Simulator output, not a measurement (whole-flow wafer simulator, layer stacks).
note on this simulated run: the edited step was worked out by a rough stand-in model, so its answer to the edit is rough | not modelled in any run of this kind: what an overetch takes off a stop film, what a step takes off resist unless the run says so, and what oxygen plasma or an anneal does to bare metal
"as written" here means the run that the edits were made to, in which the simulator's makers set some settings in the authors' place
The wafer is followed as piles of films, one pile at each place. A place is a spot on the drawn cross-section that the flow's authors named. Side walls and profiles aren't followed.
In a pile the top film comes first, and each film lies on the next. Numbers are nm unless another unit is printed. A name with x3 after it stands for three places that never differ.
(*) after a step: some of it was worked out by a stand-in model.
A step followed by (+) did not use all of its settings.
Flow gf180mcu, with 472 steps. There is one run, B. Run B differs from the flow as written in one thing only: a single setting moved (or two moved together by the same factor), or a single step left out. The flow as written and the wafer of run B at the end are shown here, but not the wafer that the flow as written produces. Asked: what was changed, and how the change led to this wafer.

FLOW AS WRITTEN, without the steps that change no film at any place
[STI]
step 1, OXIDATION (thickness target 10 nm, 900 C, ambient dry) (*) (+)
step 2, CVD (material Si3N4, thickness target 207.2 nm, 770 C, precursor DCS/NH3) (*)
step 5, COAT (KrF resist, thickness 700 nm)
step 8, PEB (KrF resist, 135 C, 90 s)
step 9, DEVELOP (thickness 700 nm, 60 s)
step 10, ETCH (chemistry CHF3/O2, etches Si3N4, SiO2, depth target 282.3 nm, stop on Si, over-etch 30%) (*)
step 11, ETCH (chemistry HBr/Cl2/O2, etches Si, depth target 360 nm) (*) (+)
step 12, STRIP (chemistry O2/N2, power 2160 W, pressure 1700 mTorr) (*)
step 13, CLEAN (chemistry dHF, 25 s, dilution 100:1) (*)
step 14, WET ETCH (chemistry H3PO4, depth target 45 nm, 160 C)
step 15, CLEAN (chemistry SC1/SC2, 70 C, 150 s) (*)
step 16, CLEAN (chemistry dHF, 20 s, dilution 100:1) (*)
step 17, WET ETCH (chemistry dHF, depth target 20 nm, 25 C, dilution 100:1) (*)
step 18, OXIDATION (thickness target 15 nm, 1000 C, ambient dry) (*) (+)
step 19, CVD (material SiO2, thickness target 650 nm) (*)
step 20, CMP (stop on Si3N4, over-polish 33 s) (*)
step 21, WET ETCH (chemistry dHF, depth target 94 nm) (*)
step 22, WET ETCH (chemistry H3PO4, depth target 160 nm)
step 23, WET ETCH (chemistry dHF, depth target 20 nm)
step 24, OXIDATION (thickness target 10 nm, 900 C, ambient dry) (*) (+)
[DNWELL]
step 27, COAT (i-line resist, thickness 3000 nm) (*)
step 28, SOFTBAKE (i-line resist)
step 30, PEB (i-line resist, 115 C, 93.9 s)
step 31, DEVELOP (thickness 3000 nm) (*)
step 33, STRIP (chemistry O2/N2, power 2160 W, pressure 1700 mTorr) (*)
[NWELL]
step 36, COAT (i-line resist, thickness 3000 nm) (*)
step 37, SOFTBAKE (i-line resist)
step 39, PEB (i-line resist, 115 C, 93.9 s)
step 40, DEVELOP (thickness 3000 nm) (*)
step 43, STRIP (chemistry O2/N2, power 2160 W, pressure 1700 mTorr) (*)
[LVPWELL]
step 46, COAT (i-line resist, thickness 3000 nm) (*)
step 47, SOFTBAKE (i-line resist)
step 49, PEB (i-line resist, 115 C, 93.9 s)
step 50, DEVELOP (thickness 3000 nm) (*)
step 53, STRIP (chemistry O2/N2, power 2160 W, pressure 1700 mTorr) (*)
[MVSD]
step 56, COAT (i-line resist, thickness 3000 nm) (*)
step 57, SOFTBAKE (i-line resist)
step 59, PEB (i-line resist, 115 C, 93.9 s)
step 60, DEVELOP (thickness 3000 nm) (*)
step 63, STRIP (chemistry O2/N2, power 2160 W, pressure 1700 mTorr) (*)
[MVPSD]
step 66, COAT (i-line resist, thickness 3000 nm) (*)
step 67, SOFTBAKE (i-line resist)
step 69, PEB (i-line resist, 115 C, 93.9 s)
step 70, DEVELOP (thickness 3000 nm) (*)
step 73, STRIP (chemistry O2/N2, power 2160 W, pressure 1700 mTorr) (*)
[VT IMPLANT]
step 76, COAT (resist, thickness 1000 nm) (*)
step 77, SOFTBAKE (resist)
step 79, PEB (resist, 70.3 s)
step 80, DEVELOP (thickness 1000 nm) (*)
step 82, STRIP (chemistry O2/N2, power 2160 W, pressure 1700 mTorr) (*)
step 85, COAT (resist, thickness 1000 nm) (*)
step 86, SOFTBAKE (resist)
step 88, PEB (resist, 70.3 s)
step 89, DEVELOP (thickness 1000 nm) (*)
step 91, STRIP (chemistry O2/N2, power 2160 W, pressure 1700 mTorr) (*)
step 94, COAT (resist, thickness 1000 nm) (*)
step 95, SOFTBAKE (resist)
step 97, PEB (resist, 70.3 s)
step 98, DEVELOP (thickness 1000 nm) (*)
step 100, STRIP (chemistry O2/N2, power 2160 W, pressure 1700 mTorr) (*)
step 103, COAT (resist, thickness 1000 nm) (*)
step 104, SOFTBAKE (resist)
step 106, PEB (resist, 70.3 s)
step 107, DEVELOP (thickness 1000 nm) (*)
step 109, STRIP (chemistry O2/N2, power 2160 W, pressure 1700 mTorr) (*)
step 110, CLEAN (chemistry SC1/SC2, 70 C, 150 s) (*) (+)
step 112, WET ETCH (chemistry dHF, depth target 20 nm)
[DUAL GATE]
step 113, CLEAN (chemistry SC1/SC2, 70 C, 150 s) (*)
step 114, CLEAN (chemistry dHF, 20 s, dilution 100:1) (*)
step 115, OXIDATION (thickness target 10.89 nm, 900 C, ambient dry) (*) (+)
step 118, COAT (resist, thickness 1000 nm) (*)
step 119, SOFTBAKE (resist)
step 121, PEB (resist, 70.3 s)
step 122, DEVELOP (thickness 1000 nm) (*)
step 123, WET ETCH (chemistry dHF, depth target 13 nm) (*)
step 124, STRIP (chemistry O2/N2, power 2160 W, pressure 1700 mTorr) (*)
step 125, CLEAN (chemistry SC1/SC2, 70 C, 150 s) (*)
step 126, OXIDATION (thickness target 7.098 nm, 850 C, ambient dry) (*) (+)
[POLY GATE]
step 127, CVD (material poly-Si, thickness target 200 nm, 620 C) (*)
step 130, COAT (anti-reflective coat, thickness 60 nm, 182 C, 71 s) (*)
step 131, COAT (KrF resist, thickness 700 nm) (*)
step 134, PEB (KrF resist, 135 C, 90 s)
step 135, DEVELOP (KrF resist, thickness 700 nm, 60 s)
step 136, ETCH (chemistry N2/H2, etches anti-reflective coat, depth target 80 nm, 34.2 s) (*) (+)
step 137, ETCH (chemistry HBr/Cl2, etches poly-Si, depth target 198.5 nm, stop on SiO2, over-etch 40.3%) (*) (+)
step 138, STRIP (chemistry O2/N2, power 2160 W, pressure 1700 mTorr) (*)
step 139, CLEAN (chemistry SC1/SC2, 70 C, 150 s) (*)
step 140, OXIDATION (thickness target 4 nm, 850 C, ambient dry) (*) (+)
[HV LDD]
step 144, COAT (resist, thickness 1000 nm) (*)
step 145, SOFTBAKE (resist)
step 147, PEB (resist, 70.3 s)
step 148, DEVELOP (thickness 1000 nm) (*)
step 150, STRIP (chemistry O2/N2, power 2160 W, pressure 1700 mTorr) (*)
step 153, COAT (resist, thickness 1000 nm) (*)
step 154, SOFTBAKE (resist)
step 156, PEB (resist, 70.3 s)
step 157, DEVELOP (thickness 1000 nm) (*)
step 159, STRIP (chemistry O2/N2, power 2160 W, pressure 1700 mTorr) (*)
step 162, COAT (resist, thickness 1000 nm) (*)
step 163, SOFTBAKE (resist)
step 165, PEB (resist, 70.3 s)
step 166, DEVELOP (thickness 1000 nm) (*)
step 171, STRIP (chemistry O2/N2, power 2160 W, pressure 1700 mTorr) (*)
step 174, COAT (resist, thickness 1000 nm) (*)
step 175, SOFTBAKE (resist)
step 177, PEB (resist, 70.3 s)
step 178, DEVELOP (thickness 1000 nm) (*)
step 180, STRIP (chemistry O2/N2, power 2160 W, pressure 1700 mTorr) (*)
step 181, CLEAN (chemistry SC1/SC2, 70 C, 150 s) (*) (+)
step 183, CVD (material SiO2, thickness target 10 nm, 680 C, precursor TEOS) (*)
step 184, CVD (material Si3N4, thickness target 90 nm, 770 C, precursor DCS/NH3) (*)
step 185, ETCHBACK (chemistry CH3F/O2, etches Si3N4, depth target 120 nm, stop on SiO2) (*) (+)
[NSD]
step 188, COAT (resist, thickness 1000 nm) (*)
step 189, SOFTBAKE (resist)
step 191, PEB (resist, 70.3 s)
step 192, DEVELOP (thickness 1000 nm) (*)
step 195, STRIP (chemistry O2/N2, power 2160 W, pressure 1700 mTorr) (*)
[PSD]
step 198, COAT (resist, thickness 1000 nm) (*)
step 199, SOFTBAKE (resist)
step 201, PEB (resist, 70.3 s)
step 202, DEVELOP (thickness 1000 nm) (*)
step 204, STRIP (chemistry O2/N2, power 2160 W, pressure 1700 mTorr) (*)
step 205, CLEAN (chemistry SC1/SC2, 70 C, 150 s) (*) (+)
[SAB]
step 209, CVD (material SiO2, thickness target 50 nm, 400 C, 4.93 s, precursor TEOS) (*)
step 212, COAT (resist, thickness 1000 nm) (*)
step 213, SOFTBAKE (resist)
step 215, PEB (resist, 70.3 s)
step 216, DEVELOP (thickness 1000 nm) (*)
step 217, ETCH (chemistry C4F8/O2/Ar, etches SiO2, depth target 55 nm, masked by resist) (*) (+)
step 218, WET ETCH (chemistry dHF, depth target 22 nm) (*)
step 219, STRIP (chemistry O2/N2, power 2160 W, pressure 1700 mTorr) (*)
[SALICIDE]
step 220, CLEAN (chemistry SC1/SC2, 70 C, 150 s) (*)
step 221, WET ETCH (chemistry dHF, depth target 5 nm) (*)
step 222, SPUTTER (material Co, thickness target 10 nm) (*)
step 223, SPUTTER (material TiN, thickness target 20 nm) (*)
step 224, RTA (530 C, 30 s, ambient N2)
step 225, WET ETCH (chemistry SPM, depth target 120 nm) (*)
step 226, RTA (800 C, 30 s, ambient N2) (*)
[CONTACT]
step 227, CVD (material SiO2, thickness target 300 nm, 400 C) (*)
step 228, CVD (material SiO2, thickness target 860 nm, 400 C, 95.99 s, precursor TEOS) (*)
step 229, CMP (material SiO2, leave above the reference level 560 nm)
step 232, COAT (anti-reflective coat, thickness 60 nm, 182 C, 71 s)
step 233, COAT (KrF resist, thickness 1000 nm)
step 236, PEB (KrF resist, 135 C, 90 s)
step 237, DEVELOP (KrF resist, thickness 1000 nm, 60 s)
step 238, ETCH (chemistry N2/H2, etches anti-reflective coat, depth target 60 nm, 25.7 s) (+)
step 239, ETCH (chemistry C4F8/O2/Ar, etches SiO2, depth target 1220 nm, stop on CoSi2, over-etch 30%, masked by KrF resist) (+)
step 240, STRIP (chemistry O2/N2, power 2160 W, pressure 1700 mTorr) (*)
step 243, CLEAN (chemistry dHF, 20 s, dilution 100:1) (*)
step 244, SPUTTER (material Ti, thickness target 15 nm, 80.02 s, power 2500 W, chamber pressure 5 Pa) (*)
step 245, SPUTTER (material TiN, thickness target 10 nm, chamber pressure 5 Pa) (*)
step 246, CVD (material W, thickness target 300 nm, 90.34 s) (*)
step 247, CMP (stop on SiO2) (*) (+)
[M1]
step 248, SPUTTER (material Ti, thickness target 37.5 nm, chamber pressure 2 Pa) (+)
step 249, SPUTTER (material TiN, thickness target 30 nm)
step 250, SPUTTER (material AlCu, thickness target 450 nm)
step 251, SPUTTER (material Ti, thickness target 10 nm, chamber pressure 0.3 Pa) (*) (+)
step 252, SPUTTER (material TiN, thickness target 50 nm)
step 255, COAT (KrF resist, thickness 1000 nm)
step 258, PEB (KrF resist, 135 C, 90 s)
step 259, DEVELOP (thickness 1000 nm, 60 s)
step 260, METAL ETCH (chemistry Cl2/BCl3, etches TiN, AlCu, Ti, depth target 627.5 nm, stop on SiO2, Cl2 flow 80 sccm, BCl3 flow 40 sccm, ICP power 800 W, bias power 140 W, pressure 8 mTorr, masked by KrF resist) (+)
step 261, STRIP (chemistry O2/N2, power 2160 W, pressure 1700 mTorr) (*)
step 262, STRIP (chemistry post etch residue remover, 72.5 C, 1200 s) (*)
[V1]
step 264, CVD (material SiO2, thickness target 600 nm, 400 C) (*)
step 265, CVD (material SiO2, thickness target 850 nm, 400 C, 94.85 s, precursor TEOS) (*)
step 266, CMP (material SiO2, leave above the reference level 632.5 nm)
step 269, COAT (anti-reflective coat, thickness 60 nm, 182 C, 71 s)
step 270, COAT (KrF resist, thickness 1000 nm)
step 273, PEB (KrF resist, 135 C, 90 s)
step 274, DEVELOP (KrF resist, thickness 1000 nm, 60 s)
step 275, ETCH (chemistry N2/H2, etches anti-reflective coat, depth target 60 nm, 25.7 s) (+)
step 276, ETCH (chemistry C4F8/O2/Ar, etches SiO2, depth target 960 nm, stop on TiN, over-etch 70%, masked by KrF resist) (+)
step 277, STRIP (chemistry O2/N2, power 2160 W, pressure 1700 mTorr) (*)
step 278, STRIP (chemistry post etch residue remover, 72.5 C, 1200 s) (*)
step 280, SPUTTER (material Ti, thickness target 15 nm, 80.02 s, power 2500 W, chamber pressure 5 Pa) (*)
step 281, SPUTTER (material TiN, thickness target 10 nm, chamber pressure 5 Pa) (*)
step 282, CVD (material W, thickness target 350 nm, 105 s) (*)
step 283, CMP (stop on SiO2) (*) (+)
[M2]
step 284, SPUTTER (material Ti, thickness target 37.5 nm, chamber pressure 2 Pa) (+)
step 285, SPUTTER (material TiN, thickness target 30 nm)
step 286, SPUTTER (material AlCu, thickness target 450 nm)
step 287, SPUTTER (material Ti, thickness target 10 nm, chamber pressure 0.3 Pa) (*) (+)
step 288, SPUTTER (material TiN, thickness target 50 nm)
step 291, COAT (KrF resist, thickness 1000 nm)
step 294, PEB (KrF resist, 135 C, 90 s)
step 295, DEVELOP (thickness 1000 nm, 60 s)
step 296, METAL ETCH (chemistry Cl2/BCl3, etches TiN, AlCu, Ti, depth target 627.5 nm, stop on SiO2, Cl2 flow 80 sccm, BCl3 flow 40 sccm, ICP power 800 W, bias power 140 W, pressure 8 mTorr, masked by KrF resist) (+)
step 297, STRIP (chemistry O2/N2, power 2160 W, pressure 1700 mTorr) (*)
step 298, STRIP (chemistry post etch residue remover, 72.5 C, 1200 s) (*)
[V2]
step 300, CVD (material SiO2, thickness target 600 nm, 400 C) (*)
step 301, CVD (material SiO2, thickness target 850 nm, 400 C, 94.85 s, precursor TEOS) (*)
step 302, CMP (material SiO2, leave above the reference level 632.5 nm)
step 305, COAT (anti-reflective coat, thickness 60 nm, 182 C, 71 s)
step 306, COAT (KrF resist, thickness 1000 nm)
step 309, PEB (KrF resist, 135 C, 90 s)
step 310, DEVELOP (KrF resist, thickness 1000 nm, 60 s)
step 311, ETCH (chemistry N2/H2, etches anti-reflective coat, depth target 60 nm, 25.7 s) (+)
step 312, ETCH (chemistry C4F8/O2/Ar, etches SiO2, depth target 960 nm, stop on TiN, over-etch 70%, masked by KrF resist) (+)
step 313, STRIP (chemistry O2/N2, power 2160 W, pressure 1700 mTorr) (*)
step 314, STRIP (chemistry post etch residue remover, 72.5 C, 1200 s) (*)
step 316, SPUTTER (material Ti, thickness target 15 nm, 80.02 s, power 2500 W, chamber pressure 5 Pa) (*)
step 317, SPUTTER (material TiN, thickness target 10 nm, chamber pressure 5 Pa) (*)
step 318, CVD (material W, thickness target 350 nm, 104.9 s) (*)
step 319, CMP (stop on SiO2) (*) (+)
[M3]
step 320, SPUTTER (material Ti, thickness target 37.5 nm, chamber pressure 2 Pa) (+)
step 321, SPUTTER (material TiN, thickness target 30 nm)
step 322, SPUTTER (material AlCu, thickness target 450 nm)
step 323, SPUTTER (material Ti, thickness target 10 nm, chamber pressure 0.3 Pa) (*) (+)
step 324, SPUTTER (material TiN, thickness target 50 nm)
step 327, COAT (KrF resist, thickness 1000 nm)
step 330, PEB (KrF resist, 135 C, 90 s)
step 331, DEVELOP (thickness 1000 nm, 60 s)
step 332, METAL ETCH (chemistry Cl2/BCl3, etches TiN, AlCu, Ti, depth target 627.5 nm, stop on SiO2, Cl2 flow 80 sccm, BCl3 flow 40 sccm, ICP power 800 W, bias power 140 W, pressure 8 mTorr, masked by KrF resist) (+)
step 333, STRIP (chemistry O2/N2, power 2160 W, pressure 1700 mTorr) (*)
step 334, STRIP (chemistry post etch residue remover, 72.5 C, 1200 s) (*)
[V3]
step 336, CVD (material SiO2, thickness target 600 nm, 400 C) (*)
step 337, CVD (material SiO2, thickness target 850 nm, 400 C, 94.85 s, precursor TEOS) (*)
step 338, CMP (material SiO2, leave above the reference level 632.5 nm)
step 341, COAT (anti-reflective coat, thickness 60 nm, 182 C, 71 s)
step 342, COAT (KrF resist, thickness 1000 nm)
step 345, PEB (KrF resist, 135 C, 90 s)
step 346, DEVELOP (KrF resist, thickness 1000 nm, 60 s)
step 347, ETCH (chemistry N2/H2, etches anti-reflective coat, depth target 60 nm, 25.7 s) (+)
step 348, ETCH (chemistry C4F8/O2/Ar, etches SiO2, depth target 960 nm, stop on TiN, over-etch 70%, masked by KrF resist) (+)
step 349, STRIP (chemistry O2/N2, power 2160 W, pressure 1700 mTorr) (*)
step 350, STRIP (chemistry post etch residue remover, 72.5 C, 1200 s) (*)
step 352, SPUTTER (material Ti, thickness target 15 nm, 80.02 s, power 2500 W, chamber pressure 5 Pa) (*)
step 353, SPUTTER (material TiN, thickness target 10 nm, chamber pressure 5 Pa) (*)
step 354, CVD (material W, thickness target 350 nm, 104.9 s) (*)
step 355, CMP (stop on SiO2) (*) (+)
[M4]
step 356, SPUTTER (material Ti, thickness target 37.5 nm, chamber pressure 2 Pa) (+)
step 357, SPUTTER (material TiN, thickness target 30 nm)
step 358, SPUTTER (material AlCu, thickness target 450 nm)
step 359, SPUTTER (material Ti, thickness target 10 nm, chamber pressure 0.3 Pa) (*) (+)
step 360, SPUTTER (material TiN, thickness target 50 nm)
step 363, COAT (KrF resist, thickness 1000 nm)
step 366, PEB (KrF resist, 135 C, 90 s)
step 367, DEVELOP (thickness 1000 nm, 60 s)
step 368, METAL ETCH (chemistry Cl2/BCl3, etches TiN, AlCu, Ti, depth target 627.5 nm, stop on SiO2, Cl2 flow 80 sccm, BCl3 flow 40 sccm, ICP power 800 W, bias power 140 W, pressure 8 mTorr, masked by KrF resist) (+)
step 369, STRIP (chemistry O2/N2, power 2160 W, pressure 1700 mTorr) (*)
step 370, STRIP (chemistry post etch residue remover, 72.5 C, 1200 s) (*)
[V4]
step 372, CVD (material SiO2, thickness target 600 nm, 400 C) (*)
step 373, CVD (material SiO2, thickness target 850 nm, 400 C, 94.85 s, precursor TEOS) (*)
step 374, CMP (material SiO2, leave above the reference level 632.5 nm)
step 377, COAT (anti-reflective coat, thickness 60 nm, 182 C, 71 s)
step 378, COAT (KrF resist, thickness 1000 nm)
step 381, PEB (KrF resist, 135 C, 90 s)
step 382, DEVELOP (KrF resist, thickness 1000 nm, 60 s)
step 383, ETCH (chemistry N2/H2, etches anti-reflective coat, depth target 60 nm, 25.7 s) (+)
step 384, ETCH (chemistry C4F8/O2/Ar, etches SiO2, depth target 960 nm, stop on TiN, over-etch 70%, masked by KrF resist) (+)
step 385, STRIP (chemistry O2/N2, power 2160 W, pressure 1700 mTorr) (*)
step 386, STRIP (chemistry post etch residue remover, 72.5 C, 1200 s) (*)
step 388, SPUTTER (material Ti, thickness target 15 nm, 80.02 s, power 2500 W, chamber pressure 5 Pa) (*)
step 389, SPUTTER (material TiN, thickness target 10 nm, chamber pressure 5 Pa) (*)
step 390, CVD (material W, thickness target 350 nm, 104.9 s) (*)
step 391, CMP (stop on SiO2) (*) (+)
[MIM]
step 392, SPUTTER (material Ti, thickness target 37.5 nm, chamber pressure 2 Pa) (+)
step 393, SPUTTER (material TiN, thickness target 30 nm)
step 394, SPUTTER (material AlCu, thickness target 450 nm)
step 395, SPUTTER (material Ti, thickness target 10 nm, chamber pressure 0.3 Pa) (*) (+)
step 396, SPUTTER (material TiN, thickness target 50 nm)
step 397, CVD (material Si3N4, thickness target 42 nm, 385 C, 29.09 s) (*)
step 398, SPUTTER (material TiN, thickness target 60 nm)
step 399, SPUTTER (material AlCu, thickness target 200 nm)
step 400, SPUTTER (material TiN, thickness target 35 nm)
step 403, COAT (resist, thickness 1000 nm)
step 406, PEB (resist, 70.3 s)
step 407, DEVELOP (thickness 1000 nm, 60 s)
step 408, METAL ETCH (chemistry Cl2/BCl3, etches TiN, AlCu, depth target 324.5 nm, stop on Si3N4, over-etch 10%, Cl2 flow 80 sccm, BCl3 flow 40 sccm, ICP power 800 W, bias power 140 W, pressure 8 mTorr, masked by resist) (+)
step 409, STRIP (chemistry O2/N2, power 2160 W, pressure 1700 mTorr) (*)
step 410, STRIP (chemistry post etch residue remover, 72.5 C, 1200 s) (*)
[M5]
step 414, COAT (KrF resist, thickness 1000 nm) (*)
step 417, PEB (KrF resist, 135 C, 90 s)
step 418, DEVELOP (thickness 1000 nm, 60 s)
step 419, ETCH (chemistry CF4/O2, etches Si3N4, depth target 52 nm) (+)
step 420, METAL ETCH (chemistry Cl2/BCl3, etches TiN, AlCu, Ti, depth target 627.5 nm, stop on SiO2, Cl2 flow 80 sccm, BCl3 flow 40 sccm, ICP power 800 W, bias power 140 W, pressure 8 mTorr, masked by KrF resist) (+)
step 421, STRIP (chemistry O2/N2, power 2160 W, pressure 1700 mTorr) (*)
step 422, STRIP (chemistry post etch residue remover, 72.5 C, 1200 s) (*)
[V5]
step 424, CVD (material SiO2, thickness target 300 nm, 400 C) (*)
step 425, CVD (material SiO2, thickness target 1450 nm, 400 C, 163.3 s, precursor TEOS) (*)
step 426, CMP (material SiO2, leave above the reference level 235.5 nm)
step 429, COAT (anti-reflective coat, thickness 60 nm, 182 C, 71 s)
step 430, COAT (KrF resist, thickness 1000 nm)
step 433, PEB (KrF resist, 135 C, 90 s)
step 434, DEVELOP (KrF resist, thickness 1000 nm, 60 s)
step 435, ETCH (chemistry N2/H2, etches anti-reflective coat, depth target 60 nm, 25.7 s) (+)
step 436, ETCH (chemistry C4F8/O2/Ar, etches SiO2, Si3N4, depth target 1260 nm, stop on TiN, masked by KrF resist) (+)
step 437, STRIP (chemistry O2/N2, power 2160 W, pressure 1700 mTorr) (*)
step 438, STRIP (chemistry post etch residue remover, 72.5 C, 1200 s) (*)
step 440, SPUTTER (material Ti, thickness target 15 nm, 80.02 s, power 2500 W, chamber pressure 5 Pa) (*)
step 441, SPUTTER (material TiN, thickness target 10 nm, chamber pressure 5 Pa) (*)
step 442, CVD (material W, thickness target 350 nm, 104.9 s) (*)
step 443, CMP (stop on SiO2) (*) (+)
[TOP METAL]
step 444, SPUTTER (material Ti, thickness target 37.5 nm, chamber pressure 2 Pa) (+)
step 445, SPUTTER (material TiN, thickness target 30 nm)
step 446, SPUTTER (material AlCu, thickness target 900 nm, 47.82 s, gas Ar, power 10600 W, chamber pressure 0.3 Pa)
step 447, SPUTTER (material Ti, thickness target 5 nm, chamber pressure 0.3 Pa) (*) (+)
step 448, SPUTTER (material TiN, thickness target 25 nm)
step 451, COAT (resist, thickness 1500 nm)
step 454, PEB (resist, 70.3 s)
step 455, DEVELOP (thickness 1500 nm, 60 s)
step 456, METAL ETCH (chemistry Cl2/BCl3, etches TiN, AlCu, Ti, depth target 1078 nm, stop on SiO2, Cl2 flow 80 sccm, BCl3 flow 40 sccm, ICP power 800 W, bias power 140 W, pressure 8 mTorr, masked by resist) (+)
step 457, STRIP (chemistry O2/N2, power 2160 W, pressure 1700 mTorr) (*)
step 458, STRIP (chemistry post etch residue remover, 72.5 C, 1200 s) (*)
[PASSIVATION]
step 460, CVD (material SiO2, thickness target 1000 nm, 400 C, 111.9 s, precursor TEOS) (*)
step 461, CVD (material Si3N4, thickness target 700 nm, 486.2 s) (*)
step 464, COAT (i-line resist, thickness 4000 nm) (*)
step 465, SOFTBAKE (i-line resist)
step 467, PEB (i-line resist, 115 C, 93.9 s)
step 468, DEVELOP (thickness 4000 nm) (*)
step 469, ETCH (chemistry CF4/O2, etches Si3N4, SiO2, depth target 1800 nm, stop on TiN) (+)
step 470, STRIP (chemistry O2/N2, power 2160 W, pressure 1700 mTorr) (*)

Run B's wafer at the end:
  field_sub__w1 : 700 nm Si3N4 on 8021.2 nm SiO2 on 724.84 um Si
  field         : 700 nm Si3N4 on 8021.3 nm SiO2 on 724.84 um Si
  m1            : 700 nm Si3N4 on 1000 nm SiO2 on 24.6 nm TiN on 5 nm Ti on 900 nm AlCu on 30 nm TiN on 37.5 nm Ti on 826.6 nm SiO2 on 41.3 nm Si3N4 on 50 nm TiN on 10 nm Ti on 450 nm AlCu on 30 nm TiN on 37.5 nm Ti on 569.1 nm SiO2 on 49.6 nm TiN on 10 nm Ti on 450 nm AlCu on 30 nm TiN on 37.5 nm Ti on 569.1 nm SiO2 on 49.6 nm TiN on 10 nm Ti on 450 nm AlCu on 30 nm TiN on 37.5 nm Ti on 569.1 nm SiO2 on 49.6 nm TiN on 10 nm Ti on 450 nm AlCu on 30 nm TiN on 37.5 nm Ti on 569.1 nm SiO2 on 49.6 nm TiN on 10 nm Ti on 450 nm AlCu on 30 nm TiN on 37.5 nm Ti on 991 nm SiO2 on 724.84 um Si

Cause: step 11, ETCH: depth target 153 nm was run, while the flow as written has depth target 360 nm.

The path from the change to this, step by step:
  step 11, ETCH (chemistry HBr/Cl2/O2, etches Si, depth target 360 nm) (*) (+)
      active, n_well, p_well and 40 more: -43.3 KrF resist (in the flow as written it would be: -112.3 KrF resist)
      field, field_sub, sti and 34 more: -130 Si (in the flow as written it would be: -337 Si)
  step 12, STRIP (chemistry O2/N2, power 2160 W, pressure 1700 mTorr) (*)
      active, n_well, p_well and 40 more: -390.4 KrF resist (all of it) (in the flow as written it would be: -321.4 KrF resist (all of it))
  step 19, CVD (material SiO2, thickness target 650 nm) (*)
      ld_fp_n, ld_drift_n, ld_fp_p and 7 more: +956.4 SiO2 (in the flow as written it would be: +1163.4 SiO2)
      m1: +650 SiO2 (in the flow as written it would be: +1163.4 SiO2)
  step 20, CMP (stop on Si3N4, over-polish 33 s) (*)
      sti, mim_1p0, pad and 11 more: -345.5 SiO2 (in the flow as written it would be: -138.5 SiO2)
      nw_enc_fld, nw_enc_fld_lv: -349.5 SiO2 (in the flow as written it would be: -142.5 SiO2)
      (also at 11 further places)
  step 24, OXIDATION (thickness target 10 nm, 900 C, ambient dry) (*) (+)
      sti, mim_1p0, pad and 17 more: +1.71 SiO2, -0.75 Si (in the flow as written it would be: +1.02 SiO2, -0.45 Si)
      field, mim, npoly_sal, nw_sep_fld: +1.77 SiO2, -0.78 Si (in the flow as written it would be: +1.04 SiO2, -0.46 Si)
      (also at 13 further places)
  step 115, OXIDATION (thickness target 10.89 nm, 900 C, ambient dry) (*) (+)
      sti, mim_1p0, pad and 19 more: +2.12 SiO2, -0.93 Si (in the flow as written it would be: +1.22 SiO2, -0.54 Si)
      field, field__w1, field__w2, field__w3, field__w6, field__w12, mim, nw_sep_fld: +2.2 SiO2, -0.97 Si (in the flow as written it would be: +1.25 SiO2, -0.55 Si)
      (also at 19 further places)
  step 189, SOFTBAKE (resist)
      field__w9: -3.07 resist (in the flow as written it would be: +6.92 resist)
      active_hv: -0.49 resist (in the flow as written it would be: +2.68 resist)
      (also at 1 further place)
  step 199, SOFTBAKE (resist)
      field__w9: -3.07 resist (in the flow as written it would be: +6.92 resist)
      active_hv: -0.49 resist (in the flow as written it would be: +2.68 resist)
      (also at 1 further place)
